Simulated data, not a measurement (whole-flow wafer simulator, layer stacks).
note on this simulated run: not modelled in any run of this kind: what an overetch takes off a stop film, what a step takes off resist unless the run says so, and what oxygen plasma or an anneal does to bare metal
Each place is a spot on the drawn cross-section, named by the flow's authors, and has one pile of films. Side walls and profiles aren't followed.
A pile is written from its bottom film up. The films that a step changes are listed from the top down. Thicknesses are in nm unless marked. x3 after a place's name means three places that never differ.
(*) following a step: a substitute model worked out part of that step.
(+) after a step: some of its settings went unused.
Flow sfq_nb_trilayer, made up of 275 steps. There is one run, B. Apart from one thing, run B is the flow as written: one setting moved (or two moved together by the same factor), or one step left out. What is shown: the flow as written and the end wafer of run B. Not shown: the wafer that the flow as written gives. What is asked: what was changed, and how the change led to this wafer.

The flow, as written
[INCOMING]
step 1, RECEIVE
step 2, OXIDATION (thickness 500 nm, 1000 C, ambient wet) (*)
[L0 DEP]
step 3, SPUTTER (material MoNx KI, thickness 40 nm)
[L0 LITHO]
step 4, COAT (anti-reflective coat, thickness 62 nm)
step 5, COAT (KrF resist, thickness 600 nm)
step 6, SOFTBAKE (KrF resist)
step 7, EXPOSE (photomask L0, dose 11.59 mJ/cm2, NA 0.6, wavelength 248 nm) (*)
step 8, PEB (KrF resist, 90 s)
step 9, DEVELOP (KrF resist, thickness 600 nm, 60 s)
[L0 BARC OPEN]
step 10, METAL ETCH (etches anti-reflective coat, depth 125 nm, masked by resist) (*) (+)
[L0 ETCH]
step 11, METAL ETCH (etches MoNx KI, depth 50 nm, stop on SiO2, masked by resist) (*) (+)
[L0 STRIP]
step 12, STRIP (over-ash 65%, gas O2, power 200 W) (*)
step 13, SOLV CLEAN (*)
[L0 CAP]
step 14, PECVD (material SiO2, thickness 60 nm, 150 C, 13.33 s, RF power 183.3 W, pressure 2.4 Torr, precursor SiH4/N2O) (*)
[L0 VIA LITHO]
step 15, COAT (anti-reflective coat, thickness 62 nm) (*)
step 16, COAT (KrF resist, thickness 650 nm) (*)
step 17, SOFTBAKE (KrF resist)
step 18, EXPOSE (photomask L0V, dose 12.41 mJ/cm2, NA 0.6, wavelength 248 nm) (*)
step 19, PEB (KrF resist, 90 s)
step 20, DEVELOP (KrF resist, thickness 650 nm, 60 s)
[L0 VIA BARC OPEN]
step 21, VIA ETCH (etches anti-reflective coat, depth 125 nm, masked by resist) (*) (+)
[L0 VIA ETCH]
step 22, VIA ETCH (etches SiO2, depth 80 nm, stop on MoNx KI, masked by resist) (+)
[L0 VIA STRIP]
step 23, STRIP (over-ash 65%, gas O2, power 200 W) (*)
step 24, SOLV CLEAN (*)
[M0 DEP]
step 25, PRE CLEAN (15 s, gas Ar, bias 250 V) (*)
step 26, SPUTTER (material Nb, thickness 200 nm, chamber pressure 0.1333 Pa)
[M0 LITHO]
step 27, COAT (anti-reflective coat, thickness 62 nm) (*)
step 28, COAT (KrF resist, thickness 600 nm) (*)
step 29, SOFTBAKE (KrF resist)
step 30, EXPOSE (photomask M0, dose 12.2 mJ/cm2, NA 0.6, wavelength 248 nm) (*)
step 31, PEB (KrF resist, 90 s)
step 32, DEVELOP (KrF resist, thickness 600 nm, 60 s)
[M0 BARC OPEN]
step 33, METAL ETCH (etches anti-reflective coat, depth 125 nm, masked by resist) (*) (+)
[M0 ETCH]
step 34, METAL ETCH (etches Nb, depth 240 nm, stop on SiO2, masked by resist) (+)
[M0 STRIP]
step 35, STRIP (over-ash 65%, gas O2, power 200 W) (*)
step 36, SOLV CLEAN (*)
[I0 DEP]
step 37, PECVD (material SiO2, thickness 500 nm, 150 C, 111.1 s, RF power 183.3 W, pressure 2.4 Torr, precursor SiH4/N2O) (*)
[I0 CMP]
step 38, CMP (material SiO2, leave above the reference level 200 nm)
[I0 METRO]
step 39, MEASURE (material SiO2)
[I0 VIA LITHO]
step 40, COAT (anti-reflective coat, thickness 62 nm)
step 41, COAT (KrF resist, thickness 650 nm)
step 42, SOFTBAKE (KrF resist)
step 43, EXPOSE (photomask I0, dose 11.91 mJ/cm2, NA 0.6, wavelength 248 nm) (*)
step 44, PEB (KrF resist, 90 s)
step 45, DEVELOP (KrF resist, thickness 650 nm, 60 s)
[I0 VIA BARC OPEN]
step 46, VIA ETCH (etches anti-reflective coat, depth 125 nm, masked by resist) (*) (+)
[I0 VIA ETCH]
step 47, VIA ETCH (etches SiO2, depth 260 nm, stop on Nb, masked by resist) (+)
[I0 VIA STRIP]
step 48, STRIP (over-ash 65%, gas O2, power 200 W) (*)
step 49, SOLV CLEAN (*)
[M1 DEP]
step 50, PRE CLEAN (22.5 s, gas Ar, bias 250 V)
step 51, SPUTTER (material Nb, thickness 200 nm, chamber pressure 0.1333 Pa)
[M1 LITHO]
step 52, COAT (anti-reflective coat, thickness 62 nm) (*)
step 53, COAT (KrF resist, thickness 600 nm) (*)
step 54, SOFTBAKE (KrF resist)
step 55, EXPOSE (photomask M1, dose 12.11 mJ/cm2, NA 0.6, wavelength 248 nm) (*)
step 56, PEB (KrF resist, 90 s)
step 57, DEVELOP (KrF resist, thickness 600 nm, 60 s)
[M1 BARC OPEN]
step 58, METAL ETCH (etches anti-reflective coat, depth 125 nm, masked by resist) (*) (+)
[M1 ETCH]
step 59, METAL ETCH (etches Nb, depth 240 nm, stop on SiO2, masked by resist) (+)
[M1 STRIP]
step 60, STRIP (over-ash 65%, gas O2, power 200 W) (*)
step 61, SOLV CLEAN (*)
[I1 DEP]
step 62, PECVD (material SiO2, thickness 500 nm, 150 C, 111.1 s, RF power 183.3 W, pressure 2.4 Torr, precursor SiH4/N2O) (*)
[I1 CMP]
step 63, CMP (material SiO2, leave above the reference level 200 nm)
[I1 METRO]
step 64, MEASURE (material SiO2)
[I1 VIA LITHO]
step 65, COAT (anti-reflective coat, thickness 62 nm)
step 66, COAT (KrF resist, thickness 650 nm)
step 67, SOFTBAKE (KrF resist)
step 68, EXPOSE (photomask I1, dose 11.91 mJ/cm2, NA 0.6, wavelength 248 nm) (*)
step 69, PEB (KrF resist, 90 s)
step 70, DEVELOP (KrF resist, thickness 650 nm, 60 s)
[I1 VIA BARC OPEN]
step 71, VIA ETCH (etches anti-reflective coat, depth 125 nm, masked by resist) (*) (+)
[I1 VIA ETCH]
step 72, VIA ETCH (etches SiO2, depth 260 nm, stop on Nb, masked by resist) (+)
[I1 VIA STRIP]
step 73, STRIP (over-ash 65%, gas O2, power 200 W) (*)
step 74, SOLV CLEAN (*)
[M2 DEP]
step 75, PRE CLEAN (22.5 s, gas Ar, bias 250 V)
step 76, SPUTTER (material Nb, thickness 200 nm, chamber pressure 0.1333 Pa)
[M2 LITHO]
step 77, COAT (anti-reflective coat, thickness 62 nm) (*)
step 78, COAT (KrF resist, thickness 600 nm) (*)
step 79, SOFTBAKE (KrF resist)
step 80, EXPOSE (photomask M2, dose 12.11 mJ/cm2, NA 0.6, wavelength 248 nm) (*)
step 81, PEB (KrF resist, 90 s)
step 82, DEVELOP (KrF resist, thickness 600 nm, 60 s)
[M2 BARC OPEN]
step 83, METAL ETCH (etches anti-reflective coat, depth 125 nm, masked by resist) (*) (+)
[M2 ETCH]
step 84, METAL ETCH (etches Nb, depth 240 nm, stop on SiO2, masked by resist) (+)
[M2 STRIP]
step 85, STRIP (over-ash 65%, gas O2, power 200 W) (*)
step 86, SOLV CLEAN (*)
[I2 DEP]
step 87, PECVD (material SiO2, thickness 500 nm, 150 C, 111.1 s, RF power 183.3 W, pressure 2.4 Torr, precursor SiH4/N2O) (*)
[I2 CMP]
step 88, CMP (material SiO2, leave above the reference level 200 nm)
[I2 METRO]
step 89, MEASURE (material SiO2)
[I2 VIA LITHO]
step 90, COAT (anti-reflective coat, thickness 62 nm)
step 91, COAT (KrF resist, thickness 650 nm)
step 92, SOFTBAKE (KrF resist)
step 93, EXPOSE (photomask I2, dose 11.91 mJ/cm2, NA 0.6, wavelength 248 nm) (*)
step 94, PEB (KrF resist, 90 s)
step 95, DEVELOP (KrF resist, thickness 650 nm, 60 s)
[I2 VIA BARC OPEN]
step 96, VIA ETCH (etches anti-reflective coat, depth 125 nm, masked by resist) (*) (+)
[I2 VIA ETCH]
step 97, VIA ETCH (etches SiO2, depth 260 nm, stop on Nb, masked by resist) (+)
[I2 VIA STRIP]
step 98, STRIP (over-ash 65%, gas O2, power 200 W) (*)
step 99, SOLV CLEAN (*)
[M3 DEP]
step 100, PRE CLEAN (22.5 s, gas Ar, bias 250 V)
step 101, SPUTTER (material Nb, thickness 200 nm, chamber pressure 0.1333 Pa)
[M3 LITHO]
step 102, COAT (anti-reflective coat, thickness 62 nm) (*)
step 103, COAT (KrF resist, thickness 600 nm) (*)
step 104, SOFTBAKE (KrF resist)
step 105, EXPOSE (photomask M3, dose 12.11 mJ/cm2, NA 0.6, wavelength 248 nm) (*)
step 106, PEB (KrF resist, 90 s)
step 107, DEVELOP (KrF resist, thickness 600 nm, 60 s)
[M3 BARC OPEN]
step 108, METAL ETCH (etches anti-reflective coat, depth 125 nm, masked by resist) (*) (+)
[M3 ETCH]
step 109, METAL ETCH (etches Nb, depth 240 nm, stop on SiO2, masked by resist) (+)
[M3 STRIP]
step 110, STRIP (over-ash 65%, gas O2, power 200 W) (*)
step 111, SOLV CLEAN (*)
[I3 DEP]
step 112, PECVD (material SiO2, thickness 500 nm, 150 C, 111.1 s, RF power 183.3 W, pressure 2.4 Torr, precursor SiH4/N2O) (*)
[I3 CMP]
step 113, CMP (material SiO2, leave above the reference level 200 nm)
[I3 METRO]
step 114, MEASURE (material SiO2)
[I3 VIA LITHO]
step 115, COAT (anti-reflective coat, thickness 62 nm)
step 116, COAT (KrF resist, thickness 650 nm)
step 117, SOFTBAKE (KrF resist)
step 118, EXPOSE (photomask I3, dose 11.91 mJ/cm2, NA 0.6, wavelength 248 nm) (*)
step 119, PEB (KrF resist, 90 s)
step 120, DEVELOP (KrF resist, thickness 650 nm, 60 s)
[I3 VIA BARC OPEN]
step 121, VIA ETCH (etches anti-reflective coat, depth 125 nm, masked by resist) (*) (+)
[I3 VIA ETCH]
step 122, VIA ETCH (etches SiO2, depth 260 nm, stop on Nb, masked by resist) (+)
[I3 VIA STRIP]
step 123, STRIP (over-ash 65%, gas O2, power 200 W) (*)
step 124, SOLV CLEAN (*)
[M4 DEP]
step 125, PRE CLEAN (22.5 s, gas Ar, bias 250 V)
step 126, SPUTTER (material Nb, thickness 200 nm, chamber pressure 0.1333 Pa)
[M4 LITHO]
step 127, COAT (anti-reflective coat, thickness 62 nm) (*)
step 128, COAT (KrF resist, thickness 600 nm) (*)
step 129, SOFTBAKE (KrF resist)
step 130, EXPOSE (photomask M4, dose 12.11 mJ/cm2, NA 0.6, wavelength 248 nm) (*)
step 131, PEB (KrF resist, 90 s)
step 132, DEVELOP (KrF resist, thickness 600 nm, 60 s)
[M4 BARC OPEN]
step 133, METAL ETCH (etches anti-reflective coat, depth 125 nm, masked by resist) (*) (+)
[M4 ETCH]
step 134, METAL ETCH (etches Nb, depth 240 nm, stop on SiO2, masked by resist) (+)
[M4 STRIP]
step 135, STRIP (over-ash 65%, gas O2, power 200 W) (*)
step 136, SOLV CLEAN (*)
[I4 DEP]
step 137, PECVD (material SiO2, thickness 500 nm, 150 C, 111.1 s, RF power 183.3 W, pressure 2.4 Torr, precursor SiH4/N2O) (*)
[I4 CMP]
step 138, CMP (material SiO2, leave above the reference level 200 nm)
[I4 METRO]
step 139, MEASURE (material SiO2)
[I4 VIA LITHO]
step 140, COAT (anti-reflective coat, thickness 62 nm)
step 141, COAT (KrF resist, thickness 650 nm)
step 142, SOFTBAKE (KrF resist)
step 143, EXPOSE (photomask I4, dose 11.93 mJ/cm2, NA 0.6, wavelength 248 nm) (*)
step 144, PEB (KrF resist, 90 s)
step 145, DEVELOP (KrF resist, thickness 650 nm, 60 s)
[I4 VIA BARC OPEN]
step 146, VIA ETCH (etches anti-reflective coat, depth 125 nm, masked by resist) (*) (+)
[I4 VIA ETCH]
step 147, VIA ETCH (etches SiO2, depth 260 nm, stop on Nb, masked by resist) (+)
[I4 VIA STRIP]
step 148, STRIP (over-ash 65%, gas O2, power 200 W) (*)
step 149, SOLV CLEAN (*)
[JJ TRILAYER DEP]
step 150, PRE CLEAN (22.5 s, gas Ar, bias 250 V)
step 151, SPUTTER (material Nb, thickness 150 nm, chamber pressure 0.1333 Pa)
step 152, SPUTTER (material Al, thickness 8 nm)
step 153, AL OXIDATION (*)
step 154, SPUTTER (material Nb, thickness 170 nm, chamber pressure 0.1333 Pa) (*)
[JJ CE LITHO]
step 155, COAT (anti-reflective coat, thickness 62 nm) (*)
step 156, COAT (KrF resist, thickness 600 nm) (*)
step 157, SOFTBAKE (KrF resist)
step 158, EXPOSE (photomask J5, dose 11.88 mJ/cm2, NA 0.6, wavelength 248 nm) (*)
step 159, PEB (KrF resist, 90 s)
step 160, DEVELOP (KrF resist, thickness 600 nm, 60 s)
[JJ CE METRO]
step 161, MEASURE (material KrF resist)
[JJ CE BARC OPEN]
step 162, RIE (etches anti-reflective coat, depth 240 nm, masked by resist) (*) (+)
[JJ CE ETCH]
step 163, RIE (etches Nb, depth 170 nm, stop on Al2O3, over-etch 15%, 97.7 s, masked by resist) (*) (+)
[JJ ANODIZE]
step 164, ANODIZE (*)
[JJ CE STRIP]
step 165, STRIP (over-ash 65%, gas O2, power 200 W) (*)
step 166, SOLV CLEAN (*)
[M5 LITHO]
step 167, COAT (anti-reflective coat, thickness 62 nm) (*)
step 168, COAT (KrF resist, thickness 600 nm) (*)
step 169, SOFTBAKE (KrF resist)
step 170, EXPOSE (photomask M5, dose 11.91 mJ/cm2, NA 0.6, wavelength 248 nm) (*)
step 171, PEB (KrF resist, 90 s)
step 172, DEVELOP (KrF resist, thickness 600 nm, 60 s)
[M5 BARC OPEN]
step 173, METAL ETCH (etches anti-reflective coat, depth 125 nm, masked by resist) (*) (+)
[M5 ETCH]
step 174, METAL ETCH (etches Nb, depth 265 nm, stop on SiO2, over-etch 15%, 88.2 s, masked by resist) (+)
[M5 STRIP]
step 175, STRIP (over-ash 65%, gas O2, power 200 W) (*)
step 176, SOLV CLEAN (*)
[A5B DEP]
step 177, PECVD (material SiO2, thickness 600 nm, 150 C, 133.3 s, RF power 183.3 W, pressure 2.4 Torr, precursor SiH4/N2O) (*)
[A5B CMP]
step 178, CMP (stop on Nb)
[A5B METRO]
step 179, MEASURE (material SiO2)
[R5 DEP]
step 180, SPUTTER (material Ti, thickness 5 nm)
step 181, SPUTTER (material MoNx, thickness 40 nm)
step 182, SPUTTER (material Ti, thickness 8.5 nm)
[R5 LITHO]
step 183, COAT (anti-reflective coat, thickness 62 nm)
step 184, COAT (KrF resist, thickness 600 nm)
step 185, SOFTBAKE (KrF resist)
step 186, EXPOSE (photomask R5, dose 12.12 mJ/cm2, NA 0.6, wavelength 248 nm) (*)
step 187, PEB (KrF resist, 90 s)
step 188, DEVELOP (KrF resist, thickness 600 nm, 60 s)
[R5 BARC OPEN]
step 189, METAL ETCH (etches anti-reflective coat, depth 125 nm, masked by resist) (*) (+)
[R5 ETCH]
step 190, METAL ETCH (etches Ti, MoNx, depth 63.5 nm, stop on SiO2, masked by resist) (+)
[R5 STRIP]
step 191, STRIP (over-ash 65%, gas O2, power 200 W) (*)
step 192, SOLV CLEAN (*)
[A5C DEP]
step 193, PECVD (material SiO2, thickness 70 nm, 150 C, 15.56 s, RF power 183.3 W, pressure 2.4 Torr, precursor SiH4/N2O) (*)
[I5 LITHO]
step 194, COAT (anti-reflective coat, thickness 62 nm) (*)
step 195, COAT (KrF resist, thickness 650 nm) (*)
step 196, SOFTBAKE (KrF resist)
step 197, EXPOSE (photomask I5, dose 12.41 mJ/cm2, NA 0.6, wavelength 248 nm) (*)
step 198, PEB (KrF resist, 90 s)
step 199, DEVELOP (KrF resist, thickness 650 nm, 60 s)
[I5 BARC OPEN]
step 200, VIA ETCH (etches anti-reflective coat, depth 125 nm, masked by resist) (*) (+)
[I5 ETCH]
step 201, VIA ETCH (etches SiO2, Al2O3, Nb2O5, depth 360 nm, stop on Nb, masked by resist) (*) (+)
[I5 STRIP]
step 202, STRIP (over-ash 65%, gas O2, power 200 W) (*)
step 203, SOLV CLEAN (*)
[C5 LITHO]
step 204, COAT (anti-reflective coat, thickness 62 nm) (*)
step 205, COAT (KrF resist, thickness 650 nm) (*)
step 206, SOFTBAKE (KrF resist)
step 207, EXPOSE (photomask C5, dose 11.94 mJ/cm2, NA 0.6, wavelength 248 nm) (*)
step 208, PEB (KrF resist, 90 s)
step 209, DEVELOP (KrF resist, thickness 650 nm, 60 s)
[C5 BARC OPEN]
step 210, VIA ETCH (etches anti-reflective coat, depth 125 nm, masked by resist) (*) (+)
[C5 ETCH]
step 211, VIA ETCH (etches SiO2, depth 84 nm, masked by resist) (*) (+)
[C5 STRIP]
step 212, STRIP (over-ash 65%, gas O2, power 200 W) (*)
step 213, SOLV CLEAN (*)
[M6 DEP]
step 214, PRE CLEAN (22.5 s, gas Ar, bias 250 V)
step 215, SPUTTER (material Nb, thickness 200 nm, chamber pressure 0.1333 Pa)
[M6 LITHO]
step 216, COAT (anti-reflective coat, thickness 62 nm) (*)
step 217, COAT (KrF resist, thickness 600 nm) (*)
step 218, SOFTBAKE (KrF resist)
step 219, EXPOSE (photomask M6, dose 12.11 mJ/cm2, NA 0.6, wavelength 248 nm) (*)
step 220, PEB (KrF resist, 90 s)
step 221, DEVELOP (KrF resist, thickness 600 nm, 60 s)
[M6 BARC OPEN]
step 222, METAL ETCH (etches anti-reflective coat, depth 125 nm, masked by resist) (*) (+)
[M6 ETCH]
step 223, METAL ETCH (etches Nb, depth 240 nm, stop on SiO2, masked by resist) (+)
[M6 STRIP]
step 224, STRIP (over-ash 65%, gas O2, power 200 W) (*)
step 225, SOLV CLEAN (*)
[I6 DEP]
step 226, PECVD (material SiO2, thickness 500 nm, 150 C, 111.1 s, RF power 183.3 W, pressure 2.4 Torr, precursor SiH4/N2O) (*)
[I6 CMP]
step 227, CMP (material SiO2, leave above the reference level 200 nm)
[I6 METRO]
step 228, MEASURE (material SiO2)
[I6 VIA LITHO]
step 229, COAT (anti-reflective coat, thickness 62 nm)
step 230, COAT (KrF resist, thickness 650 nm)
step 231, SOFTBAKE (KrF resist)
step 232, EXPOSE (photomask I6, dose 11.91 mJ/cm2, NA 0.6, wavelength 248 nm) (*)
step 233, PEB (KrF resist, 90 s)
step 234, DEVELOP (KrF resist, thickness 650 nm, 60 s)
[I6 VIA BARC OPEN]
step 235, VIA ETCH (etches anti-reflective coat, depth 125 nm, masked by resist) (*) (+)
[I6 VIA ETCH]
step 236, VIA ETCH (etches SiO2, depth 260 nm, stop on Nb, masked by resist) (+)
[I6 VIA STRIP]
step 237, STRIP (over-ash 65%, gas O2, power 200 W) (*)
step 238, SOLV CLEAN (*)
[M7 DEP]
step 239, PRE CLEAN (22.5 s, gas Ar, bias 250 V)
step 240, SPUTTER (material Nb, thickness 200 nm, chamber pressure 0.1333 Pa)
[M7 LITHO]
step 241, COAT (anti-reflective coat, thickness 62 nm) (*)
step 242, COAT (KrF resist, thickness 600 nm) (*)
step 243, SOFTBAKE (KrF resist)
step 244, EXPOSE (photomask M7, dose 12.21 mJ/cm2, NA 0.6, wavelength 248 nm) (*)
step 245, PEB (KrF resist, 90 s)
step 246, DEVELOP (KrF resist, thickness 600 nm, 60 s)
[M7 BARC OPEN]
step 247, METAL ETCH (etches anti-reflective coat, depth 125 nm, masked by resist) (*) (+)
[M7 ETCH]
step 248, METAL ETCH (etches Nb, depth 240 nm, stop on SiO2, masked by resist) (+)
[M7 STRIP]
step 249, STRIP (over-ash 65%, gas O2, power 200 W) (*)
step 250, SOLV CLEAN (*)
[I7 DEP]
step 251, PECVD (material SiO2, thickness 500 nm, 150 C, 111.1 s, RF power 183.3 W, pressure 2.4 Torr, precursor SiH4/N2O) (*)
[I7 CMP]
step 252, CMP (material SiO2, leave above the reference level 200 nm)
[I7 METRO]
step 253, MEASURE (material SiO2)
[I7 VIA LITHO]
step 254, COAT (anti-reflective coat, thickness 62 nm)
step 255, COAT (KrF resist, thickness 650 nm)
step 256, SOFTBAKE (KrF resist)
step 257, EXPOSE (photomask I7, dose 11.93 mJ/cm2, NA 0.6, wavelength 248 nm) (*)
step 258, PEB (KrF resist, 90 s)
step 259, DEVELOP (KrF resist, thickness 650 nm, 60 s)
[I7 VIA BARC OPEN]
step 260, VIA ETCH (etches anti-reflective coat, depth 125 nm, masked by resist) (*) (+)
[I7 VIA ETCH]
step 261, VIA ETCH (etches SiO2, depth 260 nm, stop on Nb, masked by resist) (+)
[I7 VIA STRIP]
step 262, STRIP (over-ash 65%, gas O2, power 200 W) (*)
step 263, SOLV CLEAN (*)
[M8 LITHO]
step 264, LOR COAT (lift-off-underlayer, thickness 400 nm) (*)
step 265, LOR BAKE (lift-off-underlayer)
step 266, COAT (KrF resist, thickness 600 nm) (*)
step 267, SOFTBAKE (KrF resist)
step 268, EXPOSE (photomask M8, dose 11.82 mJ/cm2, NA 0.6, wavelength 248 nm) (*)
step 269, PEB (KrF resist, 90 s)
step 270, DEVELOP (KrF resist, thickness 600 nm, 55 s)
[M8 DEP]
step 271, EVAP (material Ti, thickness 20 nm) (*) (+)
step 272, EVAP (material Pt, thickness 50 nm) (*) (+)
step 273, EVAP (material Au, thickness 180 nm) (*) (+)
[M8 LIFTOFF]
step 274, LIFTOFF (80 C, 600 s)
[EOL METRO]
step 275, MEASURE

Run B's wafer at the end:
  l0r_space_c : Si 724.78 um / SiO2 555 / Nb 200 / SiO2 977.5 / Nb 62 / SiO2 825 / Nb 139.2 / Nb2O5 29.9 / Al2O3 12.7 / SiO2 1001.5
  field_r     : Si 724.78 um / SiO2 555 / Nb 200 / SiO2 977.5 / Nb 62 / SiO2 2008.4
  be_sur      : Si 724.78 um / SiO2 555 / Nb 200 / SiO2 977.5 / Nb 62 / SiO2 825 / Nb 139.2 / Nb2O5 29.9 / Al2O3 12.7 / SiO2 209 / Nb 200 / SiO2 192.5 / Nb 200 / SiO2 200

What caused this: step 101, SPUTTER: thickness 302 nm was run, while the flow as written has thickness 200 nm.

How this came from the change, step by step:
  step 101, SPUTTER (material Nb, thickness 200 nm, chamber pressure 0.1333 Pa)
      field_l, v_sur, via_wl and 102 more: +302 Nb (new film) (it would be, as written: +200 Nb (new film))
      via_w: +251.5 Nb (it would be, as written: +165.5 Nb)
  step 102, COAT (anti-reflective coat, thickness 62 nm) (*)
      via_wl: +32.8 anti-reflective coat (new film) (it would be, as written: +34.2 anti-reflective coat (new film))
  step 109, METAL ETCH (etches Nb, depth 240 nm, stop on SiO2, masked by resist) (+)
      field_l, be, be_sur and 72 more: -240 Nb (it would be, as written: -200 Nb (all of it))
  step 110, STRIP (over-ash 65%, gas O2, power 200 W) (*)
      via_wl: -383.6 KrF resist (all of it), -32.8 anti-reflective coat (all of it) (it would be, as written: -384.2 KrF resist (all of it), -34.2 anti-reflective coat (all of it))
      via_w: -531.2 KrF resist (all of it), -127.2 anti-reflective coat (all of it) (it would be, as written: -520 KrF resist (all of it), -124.8 anti-reflective coat (all of it))
  step 112, PECVD (material SiO2, thickness 500 nm, 150 C, 111.1 s, RF power 183.3 W, pressure 2.4 Torr, precursor SiH4/N2O) (*)
      field_l, be, be_sur and 64 more: +500 SiO2 (new film) (it would be, as written: +500 SiO2)
      p4_g1, p4_g2, p3_s0, p3_s1, p3_s2, p3_s3, p3_s4, p3_s5: +597.1 SiO2 (new film) (it would be, as written: +557.1 SiO2)
  step 113, CMP (material SiO2, leave above the reference level 200 nm)
      field_l, be, be_sur and 64 more: -60 SiO2 (it would be, as written: -100 SiO2)
      via_w: -157.1 SiO2 (it would be, as written: -181.6 SiO2)
With metal films that touch counted as one body, l0r_space_c has 3 bodies (between them, from the top down: SiO2 825; SiO2 977.5); the flow as written gives 2 bodies (between them, from the top down: SiO2 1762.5).
With metal films that touch counted as one body, field_r has 2 bodies (between them, from the top down: SiO2 977.5); the flow as written gives 1 body.
With metal films that touch counted as one body, be_sur has 5 bodies (between them, from the top down: SiO2 192.5; SiO2 209 / Al2O3 12.7 / Nb2O5 29.9; SiO2 825; SiO2 977.5); the flow as written gives 4 bodies (between them, from the top down: SiO2 192.5; SiO2 209 / Al2O3 12.7 / Nb2O5 29.9; SiO2 1762.5).
